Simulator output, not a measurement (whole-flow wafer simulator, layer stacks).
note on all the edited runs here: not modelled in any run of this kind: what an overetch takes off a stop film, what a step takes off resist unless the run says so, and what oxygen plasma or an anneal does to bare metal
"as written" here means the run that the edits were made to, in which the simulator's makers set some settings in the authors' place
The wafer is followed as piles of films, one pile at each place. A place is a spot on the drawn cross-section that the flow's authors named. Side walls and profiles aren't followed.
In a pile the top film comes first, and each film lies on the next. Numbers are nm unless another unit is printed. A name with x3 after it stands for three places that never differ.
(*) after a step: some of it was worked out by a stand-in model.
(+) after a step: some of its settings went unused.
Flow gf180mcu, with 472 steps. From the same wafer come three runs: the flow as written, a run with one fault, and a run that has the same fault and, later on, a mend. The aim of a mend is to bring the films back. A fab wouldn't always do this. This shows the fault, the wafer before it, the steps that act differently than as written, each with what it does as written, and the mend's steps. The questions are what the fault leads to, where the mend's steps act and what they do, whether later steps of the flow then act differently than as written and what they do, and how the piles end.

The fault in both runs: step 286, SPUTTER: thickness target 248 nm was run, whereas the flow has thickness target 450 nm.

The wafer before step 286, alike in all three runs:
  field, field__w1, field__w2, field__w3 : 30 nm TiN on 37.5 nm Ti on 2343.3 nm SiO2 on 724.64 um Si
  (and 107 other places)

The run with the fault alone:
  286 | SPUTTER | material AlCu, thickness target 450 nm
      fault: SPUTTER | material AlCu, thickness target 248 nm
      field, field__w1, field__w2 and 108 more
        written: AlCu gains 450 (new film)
        fault: AlCu gains 248 (new film)
  Steps further on in the flow that do not act as written:
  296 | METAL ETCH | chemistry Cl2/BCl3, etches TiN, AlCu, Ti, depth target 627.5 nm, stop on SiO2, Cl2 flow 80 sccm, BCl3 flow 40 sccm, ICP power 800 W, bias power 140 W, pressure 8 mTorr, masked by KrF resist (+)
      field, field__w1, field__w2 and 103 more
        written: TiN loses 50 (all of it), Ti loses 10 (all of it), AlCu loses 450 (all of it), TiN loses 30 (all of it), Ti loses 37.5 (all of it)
        fault: TiN loses 50 (all of it), Ti loses 10 (all of it), AlCu loses 248 (all of it), TiN loses 30 (all of it), Ti loses 37.5 (all of it)
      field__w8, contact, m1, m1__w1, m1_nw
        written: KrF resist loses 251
        fault: KrF resist loses 225.3
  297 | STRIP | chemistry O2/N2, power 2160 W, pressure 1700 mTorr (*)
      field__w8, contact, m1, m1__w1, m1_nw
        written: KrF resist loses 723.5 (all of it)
        fault: KrF resist loses 749.2 (all of it)
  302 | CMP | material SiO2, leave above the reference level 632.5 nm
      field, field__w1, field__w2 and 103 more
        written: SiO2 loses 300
        fault: SiO2 loses 502
  At field, field__w1, field__w2 and 109 more, the piles at the end differ from the flow's by more than 2% or 0.5 nm, whichever is larger.
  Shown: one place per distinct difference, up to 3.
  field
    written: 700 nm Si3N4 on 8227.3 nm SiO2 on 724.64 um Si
    fault: 700 nm Si3N4 on 8025.3 nm SiO2 on 724.64 um Si
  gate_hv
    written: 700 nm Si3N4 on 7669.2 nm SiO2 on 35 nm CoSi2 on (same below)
    fault: 700 nm Si3N4 on 7467.2 nm SiO2 on 35 nm CoSi2 on (same below)
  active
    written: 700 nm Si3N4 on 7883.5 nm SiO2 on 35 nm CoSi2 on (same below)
    fault: 700 nm Si3N4 on 7681.5 nm SiO2 on 35 nm CoSi2 on (same below)

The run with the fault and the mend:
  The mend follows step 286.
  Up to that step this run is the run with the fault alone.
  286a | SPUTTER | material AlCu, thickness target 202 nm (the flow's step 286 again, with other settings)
      field, field__w1, field__w2 and 108 more
        AlCu gains 202
  Later steps of the flow that are run all act as written at every place that is followed.
  By the end, the piles equal the flow's at every place that both follow.
